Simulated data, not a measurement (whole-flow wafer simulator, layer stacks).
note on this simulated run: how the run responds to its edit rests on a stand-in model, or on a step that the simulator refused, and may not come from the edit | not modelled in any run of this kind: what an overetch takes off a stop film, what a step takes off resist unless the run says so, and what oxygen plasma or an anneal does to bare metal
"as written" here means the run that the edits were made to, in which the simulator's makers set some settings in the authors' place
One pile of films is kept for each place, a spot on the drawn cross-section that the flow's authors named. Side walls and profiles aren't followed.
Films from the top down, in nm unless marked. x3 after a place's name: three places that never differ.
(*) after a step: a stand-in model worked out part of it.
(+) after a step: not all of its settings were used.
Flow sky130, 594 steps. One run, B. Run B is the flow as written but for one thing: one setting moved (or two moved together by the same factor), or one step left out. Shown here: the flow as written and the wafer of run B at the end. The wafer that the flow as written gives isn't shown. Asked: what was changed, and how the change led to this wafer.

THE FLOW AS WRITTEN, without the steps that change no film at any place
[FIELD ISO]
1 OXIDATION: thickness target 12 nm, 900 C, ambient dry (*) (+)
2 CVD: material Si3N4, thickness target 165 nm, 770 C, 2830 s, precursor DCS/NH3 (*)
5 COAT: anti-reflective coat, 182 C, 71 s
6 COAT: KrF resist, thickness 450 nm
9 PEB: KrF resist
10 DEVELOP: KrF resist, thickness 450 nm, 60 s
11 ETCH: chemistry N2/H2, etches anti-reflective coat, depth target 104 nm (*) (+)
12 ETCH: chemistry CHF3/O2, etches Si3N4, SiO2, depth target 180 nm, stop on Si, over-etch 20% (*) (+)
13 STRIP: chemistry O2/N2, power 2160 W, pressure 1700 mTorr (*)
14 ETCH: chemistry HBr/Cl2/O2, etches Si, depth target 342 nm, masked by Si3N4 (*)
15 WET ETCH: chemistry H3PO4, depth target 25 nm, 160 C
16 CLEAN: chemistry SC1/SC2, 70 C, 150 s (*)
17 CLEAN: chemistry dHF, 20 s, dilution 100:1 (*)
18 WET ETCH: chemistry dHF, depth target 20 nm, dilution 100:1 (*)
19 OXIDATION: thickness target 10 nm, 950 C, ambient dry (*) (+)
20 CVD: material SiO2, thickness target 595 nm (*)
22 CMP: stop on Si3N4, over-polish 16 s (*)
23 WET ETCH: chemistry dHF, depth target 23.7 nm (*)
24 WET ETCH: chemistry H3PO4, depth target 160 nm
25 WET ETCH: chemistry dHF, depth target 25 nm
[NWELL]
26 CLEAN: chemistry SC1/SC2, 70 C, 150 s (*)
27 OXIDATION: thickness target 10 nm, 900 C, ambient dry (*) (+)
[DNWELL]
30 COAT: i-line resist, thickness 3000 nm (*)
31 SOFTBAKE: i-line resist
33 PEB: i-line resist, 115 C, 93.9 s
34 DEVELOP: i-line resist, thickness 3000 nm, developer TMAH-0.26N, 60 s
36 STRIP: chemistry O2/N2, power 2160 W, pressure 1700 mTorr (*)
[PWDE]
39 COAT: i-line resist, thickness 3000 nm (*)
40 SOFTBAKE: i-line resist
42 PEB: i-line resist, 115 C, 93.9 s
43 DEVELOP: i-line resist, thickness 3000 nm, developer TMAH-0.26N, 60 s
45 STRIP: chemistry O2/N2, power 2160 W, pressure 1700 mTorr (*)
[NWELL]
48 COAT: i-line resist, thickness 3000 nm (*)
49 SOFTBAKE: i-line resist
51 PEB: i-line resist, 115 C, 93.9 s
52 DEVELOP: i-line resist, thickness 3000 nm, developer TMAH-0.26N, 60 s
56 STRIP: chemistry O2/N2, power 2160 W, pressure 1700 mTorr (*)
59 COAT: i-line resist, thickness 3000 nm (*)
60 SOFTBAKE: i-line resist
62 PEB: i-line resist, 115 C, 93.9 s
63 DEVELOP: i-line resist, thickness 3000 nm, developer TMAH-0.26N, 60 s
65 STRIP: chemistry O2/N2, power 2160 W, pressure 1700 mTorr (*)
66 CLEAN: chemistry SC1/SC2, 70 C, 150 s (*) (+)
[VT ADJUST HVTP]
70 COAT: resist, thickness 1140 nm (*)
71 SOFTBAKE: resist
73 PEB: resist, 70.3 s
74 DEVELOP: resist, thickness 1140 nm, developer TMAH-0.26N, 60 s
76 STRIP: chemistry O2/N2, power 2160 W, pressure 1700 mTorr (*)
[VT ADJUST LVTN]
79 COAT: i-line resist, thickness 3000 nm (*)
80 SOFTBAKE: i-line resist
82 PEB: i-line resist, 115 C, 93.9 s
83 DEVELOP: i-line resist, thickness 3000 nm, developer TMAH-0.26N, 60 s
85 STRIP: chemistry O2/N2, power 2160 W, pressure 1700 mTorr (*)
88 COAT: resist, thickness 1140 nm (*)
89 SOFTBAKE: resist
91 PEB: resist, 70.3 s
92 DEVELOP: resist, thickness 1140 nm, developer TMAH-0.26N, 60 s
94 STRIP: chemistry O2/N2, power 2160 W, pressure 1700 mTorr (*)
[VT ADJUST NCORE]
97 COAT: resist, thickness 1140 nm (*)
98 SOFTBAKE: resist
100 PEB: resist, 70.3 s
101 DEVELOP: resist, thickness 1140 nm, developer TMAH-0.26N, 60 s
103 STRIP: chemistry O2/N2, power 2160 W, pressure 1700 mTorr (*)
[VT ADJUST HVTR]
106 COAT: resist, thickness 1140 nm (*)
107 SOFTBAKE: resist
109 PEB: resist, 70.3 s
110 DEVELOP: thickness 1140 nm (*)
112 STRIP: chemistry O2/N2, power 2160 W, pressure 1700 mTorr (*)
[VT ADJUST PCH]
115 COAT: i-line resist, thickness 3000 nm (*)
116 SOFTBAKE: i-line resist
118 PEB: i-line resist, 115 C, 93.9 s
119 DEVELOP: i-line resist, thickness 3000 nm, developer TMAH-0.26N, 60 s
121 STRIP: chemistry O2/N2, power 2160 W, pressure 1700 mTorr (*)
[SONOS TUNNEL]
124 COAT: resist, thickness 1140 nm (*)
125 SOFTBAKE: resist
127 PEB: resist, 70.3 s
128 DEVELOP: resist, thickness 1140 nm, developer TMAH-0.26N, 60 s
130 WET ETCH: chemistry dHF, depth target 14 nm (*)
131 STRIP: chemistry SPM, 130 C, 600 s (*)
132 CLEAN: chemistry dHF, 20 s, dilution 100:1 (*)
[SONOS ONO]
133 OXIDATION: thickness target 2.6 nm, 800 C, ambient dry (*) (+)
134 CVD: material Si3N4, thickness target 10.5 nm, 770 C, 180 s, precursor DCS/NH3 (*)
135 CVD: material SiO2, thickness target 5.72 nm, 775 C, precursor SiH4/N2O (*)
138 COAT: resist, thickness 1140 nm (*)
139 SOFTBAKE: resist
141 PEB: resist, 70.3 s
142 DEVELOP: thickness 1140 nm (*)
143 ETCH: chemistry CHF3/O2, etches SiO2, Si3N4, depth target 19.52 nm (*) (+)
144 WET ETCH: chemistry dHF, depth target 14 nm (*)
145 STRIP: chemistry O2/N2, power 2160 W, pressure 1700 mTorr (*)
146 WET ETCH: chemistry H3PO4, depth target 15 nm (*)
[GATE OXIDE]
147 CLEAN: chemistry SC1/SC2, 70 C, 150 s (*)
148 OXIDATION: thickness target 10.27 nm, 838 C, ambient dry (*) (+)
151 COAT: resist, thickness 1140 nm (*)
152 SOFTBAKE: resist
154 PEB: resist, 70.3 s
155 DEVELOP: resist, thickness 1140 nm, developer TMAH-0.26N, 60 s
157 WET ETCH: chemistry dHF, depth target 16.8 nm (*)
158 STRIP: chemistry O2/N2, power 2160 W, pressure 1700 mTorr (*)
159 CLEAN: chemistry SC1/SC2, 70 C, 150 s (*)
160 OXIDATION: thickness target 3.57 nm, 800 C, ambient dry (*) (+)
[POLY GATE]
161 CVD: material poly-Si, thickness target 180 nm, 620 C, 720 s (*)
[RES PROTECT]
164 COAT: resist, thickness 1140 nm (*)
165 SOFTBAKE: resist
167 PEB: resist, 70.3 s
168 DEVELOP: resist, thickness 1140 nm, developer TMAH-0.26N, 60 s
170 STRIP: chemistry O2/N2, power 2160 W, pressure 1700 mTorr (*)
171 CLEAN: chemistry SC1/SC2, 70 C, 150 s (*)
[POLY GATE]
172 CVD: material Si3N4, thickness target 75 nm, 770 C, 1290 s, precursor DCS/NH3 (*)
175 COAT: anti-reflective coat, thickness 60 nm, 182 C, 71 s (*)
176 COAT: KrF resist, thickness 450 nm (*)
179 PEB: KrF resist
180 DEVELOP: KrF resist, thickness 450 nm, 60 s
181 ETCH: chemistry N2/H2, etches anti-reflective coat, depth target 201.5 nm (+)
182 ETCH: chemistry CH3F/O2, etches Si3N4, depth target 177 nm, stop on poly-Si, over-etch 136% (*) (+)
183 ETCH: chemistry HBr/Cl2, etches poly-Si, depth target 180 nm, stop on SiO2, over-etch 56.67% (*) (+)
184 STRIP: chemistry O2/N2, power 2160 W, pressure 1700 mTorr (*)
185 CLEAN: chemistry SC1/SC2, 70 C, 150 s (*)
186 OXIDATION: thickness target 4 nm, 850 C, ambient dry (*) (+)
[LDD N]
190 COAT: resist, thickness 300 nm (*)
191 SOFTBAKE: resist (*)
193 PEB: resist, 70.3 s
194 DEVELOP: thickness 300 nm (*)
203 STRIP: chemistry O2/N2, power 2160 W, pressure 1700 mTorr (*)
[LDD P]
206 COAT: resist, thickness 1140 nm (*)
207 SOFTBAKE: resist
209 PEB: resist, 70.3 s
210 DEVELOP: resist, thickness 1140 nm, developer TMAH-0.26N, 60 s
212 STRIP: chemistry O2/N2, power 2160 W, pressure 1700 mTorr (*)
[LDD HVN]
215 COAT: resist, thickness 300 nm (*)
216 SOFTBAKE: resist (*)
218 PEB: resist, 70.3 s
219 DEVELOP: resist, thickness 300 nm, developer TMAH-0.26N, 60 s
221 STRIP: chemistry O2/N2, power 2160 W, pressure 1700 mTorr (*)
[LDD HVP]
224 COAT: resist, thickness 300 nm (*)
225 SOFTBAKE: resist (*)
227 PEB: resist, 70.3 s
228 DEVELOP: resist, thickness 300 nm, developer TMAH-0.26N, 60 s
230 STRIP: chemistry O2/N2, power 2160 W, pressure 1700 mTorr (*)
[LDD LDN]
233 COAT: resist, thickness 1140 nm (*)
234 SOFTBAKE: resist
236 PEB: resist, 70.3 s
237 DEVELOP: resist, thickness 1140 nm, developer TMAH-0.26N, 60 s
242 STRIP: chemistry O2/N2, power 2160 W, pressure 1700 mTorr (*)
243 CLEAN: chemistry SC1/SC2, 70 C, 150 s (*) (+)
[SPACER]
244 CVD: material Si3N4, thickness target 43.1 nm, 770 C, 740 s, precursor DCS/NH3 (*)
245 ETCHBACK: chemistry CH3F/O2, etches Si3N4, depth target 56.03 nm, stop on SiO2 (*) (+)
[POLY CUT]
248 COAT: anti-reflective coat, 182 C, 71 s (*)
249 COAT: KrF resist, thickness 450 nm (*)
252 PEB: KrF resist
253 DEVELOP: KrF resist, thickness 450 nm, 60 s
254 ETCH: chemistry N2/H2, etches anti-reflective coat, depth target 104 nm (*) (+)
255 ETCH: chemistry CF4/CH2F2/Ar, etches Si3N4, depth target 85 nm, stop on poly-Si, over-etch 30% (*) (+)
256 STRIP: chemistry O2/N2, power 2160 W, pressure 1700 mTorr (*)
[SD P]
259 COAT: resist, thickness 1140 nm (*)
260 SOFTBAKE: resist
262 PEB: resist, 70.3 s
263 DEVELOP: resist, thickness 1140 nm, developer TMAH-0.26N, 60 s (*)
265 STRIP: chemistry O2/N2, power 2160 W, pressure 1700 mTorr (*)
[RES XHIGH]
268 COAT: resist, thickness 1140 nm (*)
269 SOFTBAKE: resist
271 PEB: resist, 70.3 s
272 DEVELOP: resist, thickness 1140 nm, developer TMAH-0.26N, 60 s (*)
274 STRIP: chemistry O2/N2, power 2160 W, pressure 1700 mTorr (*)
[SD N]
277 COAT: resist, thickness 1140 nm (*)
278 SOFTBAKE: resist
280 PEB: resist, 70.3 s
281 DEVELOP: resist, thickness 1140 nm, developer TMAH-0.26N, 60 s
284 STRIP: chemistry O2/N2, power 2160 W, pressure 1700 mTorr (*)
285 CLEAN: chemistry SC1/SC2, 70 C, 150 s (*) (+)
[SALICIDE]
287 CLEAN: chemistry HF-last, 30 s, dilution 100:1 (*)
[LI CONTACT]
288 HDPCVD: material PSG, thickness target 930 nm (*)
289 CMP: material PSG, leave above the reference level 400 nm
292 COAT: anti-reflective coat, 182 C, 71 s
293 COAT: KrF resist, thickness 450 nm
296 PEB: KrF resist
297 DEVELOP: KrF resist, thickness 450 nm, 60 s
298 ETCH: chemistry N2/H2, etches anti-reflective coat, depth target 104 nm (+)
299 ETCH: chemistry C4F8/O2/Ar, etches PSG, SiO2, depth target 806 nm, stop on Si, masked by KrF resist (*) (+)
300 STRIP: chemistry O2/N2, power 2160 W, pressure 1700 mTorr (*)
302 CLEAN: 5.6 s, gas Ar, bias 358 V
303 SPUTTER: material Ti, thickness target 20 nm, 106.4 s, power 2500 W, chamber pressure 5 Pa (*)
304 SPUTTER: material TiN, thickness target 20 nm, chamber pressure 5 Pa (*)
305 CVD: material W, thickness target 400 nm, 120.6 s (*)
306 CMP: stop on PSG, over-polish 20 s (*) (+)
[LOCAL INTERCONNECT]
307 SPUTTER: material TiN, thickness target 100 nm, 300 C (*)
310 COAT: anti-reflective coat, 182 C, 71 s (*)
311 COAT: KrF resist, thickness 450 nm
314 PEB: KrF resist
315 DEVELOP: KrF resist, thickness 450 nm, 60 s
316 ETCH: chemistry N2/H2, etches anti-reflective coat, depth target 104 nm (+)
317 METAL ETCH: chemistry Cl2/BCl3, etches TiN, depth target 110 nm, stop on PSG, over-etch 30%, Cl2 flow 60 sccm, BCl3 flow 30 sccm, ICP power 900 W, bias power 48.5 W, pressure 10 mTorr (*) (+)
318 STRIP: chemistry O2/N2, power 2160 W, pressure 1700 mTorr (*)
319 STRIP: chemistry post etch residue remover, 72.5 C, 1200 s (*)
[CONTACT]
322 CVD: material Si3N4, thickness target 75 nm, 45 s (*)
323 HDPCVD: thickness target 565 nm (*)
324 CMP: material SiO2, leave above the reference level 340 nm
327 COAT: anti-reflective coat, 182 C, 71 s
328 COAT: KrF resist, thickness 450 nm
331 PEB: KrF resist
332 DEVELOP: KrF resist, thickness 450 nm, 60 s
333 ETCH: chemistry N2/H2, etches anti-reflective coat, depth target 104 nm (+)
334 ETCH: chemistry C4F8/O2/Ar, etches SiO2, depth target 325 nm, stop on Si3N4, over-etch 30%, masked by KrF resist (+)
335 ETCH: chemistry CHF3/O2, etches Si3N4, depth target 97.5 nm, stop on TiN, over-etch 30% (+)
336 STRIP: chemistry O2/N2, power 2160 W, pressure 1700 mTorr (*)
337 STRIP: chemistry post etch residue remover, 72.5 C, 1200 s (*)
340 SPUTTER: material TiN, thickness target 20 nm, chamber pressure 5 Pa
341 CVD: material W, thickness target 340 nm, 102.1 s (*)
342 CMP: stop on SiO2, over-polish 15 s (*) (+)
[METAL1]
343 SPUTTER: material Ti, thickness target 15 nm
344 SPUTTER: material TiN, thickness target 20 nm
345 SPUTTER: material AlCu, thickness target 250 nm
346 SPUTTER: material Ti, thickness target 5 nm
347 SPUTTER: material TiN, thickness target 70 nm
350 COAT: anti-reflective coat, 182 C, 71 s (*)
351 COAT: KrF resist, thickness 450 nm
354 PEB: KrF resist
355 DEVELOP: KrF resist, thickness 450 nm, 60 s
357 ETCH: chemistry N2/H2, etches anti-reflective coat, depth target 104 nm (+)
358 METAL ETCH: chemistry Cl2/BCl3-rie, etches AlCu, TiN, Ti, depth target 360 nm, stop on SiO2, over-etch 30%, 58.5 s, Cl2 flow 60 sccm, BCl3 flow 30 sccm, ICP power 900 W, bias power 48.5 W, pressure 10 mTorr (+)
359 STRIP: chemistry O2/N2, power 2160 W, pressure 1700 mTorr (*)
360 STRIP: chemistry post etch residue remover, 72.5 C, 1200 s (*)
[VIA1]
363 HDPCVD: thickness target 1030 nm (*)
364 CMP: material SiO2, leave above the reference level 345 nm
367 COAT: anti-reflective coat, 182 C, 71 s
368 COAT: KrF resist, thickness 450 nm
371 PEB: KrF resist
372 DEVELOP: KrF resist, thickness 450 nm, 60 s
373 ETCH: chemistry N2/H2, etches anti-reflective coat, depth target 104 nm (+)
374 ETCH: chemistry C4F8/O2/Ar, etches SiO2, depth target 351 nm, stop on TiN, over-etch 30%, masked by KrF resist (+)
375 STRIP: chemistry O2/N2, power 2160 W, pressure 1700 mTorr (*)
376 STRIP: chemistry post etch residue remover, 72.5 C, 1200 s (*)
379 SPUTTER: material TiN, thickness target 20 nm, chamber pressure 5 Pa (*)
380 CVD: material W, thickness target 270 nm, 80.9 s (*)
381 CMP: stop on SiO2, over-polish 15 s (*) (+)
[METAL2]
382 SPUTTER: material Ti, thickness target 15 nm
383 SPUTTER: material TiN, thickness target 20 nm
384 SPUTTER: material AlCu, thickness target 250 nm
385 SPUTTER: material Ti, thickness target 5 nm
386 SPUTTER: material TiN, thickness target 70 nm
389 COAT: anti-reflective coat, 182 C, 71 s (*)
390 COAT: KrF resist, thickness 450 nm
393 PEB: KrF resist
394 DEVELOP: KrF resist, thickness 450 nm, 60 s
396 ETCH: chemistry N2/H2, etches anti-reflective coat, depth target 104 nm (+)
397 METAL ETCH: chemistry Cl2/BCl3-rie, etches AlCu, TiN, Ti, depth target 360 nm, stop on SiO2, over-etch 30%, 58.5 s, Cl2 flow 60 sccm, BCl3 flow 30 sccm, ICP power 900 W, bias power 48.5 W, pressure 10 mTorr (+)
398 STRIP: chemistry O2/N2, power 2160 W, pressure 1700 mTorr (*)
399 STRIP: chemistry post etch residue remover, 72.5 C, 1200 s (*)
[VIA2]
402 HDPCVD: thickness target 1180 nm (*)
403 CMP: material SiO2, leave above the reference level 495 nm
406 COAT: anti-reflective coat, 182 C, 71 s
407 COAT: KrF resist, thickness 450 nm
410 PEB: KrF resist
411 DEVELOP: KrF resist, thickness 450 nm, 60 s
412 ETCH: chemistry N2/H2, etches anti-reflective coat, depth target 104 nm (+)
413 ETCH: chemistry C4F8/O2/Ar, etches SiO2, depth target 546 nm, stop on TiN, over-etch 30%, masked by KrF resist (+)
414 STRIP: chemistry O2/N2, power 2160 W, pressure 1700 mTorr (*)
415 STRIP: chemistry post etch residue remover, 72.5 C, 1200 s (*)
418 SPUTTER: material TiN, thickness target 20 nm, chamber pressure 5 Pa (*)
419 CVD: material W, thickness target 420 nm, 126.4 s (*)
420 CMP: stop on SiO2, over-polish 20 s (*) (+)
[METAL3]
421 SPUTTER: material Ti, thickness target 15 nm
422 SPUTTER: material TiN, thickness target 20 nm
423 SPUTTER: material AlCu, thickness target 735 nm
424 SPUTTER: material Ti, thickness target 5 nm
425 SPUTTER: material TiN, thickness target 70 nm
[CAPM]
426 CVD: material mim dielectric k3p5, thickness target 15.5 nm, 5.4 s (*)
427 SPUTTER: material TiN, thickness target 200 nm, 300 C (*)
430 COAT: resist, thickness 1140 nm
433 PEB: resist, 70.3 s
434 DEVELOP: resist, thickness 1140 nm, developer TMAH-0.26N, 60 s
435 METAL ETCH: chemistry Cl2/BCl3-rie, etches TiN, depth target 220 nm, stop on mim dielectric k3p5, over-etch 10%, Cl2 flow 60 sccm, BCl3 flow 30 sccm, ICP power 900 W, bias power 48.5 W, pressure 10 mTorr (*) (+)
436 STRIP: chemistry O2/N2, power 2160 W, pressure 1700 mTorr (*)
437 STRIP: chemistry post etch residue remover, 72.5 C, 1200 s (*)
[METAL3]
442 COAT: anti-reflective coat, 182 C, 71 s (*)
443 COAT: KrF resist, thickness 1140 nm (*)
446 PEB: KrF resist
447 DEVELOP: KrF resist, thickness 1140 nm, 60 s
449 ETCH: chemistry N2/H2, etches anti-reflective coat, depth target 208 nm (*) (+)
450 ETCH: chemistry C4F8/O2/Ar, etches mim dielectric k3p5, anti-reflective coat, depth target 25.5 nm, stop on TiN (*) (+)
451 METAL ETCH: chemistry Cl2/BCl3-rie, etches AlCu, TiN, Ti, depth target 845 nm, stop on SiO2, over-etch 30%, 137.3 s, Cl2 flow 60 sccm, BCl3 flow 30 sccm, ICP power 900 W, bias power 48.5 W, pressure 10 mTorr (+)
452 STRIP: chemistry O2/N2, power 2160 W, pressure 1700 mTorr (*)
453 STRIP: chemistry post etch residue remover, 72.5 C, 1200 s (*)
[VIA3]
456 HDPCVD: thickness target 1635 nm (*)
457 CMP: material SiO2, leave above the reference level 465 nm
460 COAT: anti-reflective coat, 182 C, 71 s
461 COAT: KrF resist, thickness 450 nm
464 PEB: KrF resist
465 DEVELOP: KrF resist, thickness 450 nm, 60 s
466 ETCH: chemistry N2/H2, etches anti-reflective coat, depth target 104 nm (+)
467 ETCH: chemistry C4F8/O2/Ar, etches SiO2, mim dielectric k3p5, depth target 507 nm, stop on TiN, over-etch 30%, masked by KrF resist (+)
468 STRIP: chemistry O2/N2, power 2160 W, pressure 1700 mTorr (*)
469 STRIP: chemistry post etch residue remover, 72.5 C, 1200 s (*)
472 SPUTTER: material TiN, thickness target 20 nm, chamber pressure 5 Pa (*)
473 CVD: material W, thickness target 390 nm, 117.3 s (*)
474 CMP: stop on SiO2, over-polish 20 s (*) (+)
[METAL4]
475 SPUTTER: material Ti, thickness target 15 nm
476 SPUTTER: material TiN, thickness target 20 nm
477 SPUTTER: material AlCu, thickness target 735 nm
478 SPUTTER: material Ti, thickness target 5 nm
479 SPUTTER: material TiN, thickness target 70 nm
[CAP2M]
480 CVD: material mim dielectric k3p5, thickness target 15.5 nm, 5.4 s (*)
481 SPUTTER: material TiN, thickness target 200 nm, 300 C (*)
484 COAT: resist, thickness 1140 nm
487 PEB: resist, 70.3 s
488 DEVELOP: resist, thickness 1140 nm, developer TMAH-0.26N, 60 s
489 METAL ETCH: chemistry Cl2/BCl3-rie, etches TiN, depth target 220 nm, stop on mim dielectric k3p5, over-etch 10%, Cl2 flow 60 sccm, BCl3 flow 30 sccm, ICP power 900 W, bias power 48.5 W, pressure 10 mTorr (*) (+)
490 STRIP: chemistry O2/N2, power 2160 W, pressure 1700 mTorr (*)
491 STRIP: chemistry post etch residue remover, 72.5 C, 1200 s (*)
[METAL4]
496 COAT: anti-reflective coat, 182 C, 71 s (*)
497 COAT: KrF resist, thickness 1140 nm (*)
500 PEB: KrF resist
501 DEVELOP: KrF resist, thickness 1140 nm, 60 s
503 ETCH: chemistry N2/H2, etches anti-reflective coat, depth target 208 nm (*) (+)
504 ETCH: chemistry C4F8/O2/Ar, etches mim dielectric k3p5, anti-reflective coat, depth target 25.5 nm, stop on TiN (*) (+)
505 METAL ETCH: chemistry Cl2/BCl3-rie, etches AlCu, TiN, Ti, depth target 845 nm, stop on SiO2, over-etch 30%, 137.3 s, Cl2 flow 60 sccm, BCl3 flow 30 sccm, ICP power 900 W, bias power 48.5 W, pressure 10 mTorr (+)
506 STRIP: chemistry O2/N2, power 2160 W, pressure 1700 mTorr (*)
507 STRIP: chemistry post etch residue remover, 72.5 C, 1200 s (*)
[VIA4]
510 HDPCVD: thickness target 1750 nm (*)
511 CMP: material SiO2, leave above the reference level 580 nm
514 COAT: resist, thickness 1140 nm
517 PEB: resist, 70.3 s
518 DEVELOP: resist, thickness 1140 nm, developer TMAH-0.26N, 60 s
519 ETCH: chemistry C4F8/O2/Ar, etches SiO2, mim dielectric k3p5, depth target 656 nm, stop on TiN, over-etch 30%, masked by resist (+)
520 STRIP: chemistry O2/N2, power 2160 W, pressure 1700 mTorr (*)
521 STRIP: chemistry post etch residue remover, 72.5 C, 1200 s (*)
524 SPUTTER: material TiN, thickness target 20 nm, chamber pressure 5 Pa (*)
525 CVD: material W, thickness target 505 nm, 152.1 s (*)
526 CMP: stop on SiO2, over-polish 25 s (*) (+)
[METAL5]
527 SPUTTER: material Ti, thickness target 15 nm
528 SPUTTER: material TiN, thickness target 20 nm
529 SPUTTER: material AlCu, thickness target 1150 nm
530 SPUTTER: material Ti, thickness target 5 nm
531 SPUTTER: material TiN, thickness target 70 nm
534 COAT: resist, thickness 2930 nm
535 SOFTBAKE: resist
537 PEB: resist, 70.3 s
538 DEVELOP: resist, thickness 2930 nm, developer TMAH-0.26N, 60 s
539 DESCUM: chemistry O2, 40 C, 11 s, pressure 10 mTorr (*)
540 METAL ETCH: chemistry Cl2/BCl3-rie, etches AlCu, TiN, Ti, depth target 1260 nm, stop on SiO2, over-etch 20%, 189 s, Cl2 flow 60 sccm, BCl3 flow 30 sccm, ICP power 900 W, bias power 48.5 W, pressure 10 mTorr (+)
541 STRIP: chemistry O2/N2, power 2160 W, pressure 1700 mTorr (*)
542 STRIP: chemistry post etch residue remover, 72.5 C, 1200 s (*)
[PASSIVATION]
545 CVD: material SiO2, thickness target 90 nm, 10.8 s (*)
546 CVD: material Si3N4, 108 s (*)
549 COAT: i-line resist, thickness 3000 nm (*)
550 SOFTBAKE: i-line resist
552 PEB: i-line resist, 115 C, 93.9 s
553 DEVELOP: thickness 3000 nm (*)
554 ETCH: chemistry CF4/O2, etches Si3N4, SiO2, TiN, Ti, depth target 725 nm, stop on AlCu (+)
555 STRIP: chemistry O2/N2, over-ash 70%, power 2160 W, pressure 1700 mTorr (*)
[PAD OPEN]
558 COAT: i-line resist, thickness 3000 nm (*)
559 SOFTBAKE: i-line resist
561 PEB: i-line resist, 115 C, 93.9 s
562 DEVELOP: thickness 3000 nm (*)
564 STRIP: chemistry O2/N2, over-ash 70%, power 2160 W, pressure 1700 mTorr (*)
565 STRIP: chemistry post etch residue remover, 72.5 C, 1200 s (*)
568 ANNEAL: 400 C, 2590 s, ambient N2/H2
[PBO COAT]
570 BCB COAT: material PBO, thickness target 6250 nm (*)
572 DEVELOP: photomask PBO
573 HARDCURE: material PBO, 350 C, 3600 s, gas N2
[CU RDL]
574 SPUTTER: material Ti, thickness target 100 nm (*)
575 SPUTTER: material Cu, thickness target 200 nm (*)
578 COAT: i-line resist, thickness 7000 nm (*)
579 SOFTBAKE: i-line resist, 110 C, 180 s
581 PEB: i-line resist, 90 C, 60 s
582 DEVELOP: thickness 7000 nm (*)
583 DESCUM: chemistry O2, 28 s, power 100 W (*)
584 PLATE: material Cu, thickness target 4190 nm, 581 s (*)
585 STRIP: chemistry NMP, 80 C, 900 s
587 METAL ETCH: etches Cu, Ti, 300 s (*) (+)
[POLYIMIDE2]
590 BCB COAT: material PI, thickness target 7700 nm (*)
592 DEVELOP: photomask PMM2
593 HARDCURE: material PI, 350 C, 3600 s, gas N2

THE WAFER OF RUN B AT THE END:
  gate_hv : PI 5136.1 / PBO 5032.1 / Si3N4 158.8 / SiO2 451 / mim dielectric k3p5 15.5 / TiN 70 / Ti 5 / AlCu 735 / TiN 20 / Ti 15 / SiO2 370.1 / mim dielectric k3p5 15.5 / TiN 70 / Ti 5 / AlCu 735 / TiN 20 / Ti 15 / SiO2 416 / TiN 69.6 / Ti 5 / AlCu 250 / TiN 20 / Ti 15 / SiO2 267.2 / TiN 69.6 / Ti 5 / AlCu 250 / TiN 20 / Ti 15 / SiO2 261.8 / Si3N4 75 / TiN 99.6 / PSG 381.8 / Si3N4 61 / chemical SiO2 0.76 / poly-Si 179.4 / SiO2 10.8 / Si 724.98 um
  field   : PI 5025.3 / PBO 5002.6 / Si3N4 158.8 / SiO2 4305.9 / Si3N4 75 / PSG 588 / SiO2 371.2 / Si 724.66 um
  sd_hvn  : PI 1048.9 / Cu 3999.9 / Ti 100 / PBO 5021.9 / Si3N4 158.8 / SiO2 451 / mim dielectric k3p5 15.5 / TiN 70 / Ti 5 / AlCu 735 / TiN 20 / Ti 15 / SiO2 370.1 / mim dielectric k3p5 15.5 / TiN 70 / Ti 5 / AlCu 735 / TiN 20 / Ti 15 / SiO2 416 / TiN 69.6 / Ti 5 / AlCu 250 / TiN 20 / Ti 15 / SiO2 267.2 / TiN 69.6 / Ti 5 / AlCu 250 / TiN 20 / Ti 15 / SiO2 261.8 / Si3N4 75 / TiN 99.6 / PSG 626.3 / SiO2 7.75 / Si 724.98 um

The cause: step 511, CMP: leave above the reference level 447 nm was run, where the flow has leave above the reference level 580 nm.

How the change led to this, step by step:
  511 CMP: material SiO2, leave above the reference level 580 nm
      n_well, p_well, gate_hv and 99 more: SiO2 -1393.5 (as written it would be: SiO2 -1260.5)
      field, active, gate and 77 more: SiO2 -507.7 (as written it would be: SiO2 -374.7)
      (and at 11 more places)
  519 ETCH: chemistry C4F8/O2/Ar, etches SiO2, mim dielectric k3p5, depth target 656 nm, stop on TiN, over-etch 30%, masked by resist (+)
      field, active, n_well and 188 more: resist -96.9 (as written it would be: resist -131.2)
      m1: SiO2 -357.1 (all of it), mim dielectric k3p5 -15.5 (all of it) (as written it would be: SiO2 -490.1 (all of it), mim dielectric k3p5 -15.5 (all of it))
      (and at 1 more place)
  520 STRIP: chemistry O2/N2, power 2160 W, pressure 1700 mTorr (*)
      field, active, n_well and 188 more: resist -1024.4 (all of it) (as written it would be: resist -990.1 (all of it))
  524 SPUTTER: material TiN, thickness target 20 nm, chamber pressure 5 Pa (*)
      m1, via4_hole: TiN +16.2 (as written it would be: TiN +15.3)
  525 CVD: material W, thickness target 505 nm, 152.1 s (*)
      m1: W +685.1 (new film) (as written it would be: W +1015.8 (new film))
      via4_hole: W +686.2 (new film) (as written it would be: W +1015.2 (new film))
  526 CMP: stop on SiO2, over-polish 25 s (*) (+)
      m1: W -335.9 (as written it would be: W -532.7)
      via4_hole: W -337.6 (as written it would be: W -532.7)
